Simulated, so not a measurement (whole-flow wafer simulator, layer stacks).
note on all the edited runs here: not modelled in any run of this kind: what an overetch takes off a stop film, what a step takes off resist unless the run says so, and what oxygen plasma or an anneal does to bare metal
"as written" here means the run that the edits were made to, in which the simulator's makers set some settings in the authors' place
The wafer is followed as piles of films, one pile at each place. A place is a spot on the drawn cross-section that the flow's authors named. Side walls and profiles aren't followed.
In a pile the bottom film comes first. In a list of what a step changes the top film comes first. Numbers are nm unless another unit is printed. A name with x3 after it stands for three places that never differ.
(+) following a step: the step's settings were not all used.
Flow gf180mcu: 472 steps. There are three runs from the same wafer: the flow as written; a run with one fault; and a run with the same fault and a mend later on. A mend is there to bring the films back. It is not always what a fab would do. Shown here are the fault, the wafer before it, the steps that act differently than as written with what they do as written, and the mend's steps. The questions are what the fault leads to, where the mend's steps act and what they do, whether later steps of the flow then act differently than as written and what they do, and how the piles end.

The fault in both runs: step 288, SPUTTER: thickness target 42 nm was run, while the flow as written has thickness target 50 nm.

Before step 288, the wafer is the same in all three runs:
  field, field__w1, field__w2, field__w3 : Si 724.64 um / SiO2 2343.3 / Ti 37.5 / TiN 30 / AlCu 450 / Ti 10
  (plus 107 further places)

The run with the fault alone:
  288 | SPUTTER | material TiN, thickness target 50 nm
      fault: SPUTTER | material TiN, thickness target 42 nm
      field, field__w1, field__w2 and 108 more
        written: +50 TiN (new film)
        fault: +42 TiN (new film)
  Steps later in the flow that act otherwise than as written (5 more steps, not shown, differ only slightly: by at most 2% or 0.5 nm, whichever is larger):
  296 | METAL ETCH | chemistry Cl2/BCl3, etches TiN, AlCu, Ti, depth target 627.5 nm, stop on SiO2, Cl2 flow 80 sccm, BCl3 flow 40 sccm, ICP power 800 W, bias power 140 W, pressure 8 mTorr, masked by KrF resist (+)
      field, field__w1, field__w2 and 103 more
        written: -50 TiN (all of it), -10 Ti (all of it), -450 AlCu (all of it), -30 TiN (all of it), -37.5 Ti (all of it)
        fault: -42 TiN (all of it), -10 Ti (all of it), -450 AlCu (all of it), -30 TiN (all of it), -37.5 Ti (all of it)
  By the end, the piles at field__w8, contact, m1, m1__w1, m1_nw depart from the flow's by more than 2% or 0.5 nm, whichever is larger.
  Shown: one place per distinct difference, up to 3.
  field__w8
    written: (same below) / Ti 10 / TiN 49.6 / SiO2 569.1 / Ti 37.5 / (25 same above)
    fault: (same below) / Ti 10 / TiN 41.6 / SiO2 577.1 / Ti 37.5 / (25 same above)
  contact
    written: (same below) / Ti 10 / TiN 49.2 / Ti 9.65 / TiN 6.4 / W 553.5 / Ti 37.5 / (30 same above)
    fault: (same below) / Ti 10 / TiN 41.2 / Ti 9.61 / TiN 6.37 / W 561.6 / Ti 37.5 / (30 same above)

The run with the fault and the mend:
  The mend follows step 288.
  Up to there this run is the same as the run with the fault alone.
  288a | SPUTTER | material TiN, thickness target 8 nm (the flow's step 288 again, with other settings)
      field, field__w1, field__w2 and 108 more
        +8 TiN
  Every later step of the flow that is run acts as written at every place that is followed.
  At every place that both follow, the piles at the end match the flow's.
